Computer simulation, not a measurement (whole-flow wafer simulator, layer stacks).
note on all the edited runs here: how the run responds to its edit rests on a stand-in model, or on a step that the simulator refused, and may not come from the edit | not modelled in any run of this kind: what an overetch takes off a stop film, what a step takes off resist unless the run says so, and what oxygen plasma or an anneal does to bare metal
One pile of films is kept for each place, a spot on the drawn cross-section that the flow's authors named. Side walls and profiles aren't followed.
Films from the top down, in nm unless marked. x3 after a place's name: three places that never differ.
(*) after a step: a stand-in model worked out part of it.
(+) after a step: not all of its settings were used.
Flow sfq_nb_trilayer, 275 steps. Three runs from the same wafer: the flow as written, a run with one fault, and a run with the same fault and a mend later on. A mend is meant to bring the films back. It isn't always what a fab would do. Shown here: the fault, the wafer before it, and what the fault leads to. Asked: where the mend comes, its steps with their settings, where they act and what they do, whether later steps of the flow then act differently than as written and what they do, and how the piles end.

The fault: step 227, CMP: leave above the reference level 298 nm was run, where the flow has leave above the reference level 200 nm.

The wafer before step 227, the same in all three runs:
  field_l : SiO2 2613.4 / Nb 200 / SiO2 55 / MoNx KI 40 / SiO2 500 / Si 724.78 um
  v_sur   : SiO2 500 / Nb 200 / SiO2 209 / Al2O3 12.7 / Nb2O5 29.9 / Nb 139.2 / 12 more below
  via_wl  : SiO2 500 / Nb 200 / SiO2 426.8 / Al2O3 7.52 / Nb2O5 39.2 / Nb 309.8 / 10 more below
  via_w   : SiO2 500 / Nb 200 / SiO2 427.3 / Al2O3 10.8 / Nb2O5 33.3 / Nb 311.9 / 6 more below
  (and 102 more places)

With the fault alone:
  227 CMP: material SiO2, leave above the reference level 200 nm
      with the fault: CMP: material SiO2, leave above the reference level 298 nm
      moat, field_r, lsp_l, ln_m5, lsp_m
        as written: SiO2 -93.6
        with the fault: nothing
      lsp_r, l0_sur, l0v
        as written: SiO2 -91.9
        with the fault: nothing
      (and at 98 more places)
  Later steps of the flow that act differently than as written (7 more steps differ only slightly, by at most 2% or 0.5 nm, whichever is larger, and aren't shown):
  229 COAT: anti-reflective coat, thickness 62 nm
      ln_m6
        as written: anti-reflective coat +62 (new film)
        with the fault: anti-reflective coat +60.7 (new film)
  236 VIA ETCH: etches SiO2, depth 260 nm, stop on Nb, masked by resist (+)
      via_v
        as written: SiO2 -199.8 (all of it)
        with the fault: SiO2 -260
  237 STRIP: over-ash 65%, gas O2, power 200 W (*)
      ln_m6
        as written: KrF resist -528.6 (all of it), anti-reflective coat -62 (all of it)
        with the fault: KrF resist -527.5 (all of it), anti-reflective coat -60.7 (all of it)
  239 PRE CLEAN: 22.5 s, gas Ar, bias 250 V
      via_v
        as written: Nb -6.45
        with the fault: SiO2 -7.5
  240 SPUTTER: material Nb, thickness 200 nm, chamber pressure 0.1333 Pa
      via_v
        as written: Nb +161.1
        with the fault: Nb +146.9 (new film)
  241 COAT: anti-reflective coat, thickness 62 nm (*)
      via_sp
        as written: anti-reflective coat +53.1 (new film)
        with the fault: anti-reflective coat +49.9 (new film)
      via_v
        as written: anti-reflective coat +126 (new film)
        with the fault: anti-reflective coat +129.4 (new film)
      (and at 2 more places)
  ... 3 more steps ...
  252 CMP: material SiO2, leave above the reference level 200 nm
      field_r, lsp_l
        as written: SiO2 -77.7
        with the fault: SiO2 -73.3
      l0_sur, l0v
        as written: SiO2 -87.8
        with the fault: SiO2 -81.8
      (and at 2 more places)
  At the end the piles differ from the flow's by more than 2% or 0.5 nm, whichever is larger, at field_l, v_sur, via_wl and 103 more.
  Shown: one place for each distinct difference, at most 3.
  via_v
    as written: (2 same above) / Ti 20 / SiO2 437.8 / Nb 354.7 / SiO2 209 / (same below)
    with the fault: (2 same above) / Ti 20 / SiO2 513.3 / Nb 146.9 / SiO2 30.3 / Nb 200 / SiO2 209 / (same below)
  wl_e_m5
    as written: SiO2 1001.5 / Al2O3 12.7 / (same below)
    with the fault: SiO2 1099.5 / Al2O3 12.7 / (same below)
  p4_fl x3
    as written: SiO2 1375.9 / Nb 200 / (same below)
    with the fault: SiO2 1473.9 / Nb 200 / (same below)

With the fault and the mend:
  The mend comes after step 234.
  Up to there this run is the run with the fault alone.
  234a STRIP: over-ash 65%, gas O2, power 200 W (*)
      p4_fl x3, p4_w1 x9, p4_g1 x2 and 63 more
        KrF resist -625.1 (all of it), anti-reflective coat -62 (all of it)
      field_l, v_sur, via_wl and 6 more
        KrF resist -625 (all of it), anti-reflective coat -62 (all of it)
      jj_sur, ce_l, c5j, ce_r, sp_r
        KrF resist -624.9 (all of it), anti-reflective coat -61.9 (all of it)
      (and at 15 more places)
  234b CMP: material SiO2, leave above the reference level 200 nm (the flow's step 227 once more)
      field_l, v_sur, via_wl and 95 more
        SiO2 -98
      moat, field_r, lsp_l, ln_m5, lsp_m
        SiO2 -93.6
      lsp_r, l0_sur, l0v
        SiO2 -91.9
  234c COAT: anti-reflective coat, thickness 62 nm (the flow's step 229 once more)
      field_l, v_sur, via_wl and 103 more
        anti-reflective coat +62 (new film)
  234d COAT: KrF resist, thickness 650 nm (the flow's step 230 once more)
      field_l, v_sur, via_wl and 103 more
        KrF resist +650 (new film)
  234e SOFTBAKE: KrF resist (the flow's step 231 once more)
      changes no film at any place that is followed
  234f EXPOSE: photomask I6, dose 11.91 mJ/cm2, NA 0.6, wavelength 248 nm (*) (the flow's step 232 once more)
      changes no film at any place that is followed
  234g PEB: KrF resist, 90 s (the flow's step 233 once more)
      field_l, v_sur, via_wl and 103 more
        KrF resist -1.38
  234h DEVELOP: KrF resist, thickness 650 nm, 60 s (the flow's step 234 once more)
      field_l, v_sur, via_wl and 102 more
        KrF resist -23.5
      via_v
        KrF resist -648.6 (all of it)
  No later step of the flow acts differently than as written at any place that is followed.
  At the end the piles are the same as the flow's at every place that both follow.
